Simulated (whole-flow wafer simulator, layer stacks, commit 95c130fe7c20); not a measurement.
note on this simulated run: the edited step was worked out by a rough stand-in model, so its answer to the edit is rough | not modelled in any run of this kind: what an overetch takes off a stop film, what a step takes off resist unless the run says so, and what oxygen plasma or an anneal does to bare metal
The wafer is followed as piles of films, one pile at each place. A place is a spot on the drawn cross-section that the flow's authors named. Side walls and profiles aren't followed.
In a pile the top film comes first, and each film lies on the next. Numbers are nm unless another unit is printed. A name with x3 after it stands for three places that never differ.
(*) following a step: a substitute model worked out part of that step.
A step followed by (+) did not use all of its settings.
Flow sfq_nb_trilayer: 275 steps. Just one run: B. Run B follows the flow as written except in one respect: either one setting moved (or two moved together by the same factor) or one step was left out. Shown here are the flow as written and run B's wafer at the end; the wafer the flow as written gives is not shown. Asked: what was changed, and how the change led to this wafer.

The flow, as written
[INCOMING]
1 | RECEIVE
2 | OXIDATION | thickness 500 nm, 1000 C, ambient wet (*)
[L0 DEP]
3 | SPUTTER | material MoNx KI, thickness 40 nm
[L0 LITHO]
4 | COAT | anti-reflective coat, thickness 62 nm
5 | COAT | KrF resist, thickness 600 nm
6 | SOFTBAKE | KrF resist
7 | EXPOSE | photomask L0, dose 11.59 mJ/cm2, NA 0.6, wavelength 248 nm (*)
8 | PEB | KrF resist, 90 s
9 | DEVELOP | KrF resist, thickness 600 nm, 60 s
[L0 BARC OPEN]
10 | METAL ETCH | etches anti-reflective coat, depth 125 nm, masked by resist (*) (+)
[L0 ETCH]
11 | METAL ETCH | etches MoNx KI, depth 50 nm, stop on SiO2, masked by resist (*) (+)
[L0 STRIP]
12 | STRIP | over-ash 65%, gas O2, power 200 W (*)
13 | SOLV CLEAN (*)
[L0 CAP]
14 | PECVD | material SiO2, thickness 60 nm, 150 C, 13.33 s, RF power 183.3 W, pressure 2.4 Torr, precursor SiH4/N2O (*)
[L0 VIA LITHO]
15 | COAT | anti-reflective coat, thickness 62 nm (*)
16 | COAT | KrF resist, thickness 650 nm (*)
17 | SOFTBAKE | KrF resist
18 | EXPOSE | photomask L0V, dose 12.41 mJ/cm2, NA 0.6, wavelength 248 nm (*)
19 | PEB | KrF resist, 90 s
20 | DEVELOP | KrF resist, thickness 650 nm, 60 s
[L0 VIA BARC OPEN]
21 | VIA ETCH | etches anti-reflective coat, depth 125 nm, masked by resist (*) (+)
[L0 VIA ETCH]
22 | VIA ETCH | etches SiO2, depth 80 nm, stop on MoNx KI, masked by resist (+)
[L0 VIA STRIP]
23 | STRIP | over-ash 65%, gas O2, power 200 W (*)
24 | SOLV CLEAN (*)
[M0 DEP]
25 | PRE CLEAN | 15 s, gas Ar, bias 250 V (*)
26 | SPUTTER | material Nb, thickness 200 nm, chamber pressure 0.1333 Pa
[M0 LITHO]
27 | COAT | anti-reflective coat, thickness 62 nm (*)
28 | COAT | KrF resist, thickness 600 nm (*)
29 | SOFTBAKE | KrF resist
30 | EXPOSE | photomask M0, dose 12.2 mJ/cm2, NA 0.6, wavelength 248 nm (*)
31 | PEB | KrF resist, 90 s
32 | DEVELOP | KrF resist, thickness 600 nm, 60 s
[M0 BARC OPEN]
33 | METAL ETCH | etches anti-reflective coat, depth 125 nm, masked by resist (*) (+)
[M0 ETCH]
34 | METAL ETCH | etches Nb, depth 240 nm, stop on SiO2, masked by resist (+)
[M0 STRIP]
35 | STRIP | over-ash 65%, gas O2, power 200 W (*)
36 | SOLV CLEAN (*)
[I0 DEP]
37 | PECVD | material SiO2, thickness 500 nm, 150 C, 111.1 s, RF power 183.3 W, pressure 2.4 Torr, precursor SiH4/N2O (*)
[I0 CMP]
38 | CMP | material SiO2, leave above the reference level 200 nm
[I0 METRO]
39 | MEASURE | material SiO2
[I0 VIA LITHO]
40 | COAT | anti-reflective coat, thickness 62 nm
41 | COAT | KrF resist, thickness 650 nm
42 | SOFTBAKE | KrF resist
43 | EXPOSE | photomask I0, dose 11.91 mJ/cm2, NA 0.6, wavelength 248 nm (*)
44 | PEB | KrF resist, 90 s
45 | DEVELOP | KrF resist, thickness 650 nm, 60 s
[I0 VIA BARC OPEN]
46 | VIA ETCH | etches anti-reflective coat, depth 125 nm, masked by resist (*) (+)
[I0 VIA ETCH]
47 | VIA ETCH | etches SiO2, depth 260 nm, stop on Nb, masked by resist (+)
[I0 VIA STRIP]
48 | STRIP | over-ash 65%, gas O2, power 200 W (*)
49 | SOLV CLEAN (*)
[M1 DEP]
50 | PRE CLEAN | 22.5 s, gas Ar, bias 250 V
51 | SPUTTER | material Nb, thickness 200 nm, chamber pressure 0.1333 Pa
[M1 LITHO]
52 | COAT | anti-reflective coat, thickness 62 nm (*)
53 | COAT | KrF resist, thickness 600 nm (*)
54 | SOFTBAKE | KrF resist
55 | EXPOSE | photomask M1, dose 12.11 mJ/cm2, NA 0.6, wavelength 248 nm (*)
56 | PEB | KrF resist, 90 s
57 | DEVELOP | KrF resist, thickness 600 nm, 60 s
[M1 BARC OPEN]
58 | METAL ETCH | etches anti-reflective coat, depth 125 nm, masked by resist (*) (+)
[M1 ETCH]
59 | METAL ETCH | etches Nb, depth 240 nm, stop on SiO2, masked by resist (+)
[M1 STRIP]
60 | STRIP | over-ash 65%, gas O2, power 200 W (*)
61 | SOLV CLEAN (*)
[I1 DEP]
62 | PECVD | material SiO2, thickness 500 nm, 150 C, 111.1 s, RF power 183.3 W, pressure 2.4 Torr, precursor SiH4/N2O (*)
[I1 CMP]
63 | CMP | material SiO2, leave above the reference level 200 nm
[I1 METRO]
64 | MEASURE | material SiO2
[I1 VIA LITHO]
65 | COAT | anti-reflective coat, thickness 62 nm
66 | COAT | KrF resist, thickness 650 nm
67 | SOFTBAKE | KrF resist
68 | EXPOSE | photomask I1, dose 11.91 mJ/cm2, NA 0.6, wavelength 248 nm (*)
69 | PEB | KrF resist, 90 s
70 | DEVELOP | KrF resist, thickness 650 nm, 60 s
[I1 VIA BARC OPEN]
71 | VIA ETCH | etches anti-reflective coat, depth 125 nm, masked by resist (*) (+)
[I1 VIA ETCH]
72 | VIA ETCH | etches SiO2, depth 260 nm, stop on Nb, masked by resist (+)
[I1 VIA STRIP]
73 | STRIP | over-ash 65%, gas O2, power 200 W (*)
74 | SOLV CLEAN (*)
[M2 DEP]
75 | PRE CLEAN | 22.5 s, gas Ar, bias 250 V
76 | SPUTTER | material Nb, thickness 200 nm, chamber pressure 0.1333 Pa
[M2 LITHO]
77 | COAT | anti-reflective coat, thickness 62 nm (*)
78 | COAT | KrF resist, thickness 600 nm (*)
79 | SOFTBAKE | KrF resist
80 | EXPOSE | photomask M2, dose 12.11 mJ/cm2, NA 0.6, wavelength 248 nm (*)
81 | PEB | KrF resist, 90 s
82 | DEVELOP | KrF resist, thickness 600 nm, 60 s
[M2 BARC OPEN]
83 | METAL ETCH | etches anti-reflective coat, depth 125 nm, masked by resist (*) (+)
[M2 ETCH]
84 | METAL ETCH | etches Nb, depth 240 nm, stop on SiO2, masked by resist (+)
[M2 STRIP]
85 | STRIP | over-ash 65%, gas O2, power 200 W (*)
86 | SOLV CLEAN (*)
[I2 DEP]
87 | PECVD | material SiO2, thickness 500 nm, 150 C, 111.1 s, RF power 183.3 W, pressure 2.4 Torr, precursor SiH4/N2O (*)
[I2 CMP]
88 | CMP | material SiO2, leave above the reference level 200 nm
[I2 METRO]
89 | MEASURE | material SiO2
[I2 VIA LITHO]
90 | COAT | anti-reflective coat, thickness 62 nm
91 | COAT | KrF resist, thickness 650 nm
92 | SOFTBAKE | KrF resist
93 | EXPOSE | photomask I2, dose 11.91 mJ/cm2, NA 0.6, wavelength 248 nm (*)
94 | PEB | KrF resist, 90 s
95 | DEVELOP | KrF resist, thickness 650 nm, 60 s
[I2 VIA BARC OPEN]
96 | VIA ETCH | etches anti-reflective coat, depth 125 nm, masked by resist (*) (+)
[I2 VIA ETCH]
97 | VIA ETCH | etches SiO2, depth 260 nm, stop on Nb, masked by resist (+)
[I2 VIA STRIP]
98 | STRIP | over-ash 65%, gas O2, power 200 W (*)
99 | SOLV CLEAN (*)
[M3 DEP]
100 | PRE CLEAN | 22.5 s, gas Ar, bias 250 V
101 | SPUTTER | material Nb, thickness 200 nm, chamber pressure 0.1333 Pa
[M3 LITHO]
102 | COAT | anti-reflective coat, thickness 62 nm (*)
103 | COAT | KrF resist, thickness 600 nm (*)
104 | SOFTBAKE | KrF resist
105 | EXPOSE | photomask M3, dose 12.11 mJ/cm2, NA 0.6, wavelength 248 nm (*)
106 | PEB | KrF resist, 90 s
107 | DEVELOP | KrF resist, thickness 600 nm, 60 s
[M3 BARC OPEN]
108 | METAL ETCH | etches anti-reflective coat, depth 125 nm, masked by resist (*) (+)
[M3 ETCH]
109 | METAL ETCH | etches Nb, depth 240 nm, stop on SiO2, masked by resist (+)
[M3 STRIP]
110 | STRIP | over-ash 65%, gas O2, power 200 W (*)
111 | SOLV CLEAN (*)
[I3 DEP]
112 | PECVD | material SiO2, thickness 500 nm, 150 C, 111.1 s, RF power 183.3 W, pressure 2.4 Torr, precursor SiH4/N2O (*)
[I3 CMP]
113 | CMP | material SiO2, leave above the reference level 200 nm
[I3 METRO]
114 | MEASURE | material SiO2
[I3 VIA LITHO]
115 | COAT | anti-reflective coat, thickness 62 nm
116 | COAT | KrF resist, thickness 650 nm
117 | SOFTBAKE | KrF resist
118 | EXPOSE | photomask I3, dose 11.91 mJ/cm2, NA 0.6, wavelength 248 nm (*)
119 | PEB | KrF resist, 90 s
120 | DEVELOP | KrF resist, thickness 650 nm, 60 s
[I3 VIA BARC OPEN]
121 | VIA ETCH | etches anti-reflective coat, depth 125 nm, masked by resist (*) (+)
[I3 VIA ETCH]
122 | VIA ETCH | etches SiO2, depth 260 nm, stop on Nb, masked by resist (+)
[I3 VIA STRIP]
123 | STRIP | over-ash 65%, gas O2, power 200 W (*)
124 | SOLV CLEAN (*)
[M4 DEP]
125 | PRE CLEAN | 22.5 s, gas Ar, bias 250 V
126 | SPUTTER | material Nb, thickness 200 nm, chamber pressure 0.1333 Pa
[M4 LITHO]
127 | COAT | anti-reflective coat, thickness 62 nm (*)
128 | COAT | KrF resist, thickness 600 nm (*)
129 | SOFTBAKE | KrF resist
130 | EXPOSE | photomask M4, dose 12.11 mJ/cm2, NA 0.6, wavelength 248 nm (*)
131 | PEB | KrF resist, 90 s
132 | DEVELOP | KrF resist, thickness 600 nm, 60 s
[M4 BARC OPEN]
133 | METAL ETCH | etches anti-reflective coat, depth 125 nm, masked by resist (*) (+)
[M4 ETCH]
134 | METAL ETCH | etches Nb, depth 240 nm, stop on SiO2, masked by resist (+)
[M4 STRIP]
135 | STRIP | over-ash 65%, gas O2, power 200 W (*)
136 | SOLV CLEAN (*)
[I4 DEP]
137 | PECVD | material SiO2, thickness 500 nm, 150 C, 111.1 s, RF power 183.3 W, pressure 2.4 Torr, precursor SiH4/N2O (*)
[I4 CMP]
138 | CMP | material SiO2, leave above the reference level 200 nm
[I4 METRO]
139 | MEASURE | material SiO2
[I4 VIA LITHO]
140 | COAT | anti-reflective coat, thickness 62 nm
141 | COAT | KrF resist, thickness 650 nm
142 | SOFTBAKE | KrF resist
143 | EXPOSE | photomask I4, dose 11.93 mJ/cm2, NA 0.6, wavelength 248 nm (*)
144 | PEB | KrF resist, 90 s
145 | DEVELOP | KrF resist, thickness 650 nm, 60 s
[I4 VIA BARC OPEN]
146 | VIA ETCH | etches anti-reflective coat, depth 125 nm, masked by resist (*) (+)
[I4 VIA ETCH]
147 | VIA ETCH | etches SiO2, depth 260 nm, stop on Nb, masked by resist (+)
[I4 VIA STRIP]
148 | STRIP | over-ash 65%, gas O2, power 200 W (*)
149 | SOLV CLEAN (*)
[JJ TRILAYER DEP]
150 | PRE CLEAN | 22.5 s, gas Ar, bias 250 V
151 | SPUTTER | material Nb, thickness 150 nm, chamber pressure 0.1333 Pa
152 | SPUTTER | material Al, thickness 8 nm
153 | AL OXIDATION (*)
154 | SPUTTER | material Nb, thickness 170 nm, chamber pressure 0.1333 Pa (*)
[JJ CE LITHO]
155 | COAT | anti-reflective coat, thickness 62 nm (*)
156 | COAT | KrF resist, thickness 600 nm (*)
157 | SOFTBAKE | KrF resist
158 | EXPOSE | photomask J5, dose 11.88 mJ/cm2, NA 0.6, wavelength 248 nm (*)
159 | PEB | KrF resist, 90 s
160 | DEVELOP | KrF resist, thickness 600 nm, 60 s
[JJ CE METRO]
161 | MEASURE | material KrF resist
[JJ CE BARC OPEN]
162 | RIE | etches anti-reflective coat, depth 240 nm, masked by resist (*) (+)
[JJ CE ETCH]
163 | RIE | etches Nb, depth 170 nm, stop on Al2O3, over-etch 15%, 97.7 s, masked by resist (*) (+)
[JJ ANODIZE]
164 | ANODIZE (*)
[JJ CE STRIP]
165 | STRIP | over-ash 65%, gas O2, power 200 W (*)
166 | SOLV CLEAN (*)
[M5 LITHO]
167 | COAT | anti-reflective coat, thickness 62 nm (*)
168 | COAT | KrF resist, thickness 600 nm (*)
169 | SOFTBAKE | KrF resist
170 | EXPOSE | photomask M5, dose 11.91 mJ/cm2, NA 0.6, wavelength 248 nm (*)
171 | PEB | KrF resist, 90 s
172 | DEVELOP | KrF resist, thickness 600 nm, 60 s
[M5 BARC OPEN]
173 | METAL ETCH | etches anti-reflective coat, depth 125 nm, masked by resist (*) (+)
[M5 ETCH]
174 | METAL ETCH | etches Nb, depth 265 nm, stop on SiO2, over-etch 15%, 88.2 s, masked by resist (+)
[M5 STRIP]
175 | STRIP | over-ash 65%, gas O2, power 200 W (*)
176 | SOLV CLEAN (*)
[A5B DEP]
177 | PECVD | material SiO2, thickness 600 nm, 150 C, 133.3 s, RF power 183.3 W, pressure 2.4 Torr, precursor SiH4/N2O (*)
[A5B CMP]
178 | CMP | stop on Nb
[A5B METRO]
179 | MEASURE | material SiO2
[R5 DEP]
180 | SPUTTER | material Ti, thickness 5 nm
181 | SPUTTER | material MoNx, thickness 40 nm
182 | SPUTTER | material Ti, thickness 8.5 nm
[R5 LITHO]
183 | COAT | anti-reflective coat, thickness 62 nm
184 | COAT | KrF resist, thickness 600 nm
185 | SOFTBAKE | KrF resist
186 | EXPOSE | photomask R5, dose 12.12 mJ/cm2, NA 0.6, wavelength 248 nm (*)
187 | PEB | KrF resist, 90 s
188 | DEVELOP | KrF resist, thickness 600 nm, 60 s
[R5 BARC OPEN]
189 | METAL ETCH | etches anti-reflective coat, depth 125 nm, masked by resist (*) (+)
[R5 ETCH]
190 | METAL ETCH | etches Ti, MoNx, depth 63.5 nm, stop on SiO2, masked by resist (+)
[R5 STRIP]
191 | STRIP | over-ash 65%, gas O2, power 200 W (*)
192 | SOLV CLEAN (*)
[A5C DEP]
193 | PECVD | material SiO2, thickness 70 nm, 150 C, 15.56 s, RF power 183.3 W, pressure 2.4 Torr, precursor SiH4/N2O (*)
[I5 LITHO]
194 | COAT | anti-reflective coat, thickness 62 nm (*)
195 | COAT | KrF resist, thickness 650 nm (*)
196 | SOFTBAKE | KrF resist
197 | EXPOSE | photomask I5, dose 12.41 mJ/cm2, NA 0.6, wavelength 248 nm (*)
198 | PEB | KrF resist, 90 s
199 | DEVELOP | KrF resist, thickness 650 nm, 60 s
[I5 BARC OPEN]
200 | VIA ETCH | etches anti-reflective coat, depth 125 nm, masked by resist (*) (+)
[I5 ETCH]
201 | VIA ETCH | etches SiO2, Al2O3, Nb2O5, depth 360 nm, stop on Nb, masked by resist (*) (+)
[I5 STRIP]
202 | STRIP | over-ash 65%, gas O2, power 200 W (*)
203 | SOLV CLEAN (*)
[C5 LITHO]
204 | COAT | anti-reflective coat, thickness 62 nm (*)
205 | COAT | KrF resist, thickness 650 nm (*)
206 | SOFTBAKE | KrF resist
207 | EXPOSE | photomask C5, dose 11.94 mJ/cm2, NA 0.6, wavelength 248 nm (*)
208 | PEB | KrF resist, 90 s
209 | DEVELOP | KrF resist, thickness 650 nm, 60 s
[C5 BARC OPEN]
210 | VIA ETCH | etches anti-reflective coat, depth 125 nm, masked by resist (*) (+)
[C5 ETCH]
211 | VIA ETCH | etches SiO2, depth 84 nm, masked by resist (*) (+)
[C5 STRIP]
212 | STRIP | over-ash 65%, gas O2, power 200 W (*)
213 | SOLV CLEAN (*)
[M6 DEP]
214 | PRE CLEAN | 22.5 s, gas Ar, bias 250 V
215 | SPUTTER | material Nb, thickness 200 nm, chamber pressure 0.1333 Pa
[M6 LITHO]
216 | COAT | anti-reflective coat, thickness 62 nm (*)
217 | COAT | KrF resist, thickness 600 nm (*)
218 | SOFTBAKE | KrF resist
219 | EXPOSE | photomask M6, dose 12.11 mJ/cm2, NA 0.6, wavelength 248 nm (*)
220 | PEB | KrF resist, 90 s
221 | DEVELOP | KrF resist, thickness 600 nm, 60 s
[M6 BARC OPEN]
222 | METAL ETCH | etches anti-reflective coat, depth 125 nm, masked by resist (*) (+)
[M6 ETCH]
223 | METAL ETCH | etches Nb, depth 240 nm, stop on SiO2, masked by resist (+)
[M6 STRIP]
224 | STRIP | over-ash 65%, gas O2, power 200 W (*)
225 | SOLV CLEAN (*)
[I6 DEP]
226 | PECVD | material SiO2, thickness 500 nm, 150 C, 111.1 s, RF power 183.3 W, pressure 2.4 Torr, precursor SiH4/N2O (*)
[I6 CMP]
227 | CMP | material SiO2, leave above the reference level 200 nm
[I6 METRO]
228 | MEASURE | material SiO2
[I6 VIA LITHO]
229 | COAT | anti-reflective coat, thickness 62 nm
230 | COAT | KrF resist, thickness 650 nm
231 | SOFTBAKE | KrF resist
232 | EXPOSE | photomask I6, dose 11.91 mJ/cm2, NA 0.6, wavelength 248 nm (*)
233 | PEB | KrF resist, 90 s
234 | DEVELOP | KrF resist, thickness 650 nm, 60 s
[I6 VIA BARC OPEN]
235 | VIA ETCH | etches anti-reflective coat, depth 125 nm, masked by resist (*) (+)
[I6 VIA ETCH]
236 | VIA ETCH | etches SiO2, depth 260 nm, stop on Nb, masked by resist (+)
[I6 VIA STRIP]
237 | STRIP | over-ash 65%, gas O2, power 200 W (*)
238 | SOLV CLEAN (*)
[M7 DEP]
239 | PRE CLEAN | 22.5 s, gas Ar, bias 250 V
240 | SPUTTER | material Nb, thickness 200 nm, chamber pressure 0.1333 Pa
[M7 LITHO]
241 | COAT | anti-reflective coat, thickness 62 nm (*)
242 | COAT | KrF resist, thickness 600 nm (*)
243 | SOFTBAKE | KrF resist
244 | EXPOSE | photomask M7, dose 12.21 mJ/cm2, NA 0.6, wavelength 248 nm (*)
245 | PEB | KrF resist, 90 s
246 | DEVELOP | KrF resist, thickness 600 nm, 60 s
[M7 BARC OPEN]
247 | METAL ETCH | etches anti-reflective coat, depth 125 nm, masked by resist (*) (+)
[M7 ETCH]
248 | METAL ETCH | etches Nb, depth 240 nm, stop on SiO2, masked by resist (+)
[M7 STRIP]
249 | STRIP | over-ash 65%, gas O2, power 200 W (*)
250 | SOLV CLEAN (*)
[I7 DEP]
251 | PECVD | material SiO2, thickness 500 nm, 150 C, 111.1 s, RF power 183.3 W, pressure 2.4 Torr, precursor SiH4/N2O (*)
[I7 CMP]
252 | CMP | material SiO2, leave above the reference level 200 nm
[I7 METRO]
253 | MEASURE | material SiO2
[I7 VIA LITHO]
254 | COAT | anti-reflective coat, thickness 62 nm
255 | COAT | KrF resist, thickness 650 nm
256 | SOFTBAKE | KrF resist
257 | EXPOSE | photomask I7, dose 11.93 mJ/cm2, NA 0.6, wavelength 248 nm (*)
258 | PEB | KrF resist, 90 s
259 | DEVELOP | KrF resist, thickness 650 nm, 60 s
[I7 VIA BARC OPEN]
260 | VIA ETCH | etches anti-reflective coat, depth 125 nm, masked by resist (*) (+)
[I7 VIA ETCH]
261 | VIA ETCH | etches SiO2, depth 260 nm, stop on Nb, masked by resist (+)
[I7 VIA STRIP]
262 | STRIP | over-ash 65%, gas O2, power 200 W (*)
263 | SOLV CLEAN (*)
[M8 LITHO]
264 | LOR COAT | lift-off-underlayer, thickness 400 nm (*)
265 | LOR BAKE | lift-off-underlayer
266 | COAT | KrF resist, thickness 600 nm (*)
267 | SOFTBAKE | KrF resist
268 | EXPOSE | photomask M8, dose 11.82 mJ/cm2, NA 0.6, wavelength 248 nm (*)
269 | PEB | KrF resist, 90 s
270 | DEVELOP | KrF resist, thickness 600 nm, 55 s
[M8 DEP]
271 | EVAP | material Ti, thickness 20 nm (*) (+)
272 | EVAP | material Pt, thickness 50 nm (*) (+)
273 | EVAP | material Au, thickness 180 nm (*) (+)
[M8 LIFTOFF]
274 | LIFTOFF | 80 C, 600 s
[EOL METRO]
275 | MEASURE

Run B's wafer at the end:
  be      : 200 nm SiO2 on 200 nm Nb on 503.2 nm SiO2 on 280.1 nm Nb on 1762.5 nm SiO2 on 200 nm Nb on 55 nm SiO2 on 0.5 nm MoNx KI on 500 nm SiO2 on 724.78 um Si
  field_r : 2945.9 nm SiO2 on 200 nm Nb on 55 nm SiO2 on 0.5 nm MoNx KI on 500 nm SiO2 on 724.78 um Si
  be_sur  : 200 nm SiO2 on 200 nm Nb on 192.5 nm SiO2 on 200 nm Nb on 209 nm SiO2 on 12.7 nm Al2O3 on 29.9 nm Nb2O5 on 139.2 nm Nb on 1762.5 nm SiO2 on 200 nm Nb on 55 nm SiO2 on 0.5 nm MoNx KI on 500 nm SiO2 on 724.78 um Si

What caused this: step 11, METAL ETCH: depth 39.5 nm was run, though the flow has depth 50 nm.

How this came from the change, step by step:
  11 | METAL ETCH | etches MoNx KI, depth 50 nm, stop on SiO2, masked by resist (*) (+)
      v_sur, via_wl, via_w and 97 more: -39.5 MoNx KI (it would be, as written: -40 MoNx KI (all of it))
      field_l, l0_sur, l0v, l0r_line_l, l0r_line_c, l0r_line_r: -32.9 KrF resist (it would be, as written: -41.7 KrF resist)
  14 | PECVD | material SiO2, thickness 60 nm, 150 C, 13.33 s, RF power 183.3 W, pressure 2.4 Torr, precursor SiH4/N2O (*)
      v_sur, via_wl, via_w and 97 more: +60 SiO2 (new film) (it would be, as written: +60 SiO2)
Taking metal films that touch as one body, be has 4 bodies (between them, from the top down: SiO2 503.2; SiO2 1762.5; SiO2 55); the flow as written gives 3 bodies (between them, from the top down: SiO2 503.2; SiO2 1762.5).
Taking metal films that touch as one body, field_r has 2 bodies (between them, from the top down: SiO2 55); the flow as written gives 1 body.
Taking metal films that touch as one body, be_sur has 5 bodies (between them, from the top down: SiO2 192.5; SiO2 209 / Al2O3 12.7 / Nb2O5 29.9; SiO2 1762.5; SiO2 55); the flow as written gives 4 bodies (between them, from the top down: SiO2 192.5; SiO2 209 / Al2O3 12.7 / Nb2O5 29.9; SiO2 1762.5).
